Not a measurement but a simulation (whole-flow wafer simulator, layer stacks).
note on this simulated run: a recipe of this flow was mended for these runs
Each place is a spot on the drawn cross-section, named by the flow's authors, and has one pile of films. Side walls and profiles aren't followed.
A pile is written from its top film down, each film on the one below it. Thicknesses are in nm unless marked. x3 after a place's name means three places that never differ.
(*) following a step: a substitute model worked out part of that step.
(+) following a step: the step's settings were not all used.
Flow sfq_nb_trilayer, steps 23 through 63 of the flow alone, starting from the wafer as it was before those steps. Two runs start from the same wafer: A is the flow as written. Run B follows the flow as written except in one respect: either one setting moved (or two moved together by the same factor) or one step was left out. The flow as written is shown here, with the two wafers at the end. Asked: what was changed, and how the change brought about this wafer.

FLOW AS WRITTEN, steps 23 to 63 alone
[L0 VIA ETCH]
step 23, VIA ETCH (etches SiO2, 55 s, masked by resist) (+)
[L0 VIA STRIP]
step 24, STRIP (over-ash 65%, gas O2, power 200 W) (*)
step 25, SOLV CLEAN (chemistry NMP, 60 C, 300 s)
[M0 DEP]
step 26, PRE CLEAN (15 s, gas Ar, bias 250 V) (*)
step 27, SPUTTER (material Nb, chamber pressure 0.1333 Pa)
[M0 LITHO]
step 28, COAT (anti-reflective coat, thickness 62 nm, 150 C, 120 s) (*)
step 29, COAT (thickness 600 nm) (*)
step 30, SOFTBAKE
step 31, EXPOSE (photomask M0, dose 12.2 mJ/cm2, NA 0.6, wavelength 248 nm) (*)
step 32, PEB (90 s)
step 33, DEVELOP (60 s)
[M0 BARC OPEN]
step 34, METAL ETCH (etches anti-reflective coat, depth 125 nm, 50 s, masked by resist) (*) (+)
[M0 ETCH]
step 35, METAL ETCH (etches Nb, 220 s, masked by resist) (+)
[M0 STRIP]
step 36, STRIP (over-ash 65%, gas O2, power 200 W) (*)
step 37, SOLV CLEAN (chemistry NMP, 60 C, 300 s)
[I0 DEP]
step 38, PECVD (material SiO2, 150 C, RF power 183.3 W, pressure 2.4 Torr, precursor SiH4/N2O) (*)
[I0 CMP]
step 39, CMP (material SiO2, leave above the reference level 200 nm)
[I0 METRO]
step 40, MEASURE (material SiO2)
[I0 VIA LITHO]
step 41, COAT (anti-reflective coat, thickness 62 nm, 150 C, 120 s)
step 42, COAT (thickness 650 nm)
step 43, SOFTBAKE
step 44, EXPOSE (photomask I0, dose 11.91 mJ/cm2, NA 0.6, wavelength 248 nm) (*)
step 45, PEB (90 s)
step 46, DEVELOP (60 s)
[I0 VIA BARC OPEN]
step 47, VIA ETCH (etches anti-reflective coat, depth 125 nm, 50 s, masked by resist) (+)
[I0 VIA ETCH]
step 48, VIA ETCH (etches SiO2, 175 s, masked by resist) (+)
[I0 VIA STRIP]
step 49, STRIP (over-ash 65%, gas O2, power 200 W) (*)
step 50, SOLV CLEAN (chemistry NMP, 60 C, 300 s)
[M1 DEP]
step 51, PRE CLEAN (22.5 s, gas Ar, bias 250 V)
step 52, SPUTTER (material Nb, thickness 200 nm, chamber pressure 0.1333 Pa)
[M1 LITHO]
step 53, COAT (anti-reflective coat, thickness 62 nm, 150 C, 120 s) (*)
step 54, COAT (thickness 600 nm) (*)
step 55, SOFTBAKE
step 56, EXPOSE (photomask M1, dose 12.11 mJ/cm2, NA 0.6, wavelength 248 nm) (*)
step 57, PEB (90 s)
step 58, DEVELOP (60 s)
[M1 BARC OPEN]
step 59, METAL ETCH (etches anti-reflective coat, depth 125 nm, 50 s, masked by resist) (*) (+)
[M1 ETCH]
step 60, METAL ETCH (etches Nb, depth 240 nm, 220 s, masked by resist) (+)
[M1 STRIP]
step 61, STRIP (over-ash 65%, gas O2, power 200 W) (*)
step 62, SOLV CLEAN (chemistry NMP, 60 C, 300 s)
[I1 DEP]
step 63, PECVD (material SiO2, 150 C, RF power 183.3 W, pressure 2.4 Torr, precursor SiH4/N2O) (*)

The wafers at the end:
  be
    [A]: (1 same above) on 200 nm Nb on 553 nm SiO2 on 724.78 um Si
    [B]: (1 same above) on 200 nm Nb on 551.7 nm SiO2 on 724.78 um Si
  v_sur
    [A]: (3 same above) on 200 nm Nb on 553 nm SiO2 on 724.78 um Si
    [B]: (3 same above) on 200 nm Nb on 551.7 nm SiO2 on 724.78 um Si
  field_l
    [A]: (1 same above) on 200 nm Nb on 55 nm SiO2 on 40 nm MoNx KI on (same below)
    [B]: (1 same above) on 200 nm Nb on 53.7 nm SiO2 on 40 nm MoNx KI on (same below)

The reason: step 26, PRE CLEAN: 18.9 s was run, whereas the flow has 15 s.

Step by step, how the change led to this:
  step 26, PRE CLEAN (15 s, gas Ar, bias 250 V) (*)
      field_l, v_sur, via_wl and 102 more: A -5 SiO2 | B -6.3 SiO2
      l0v: A -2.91 MoNx KI | B -3.73 MoNx KI
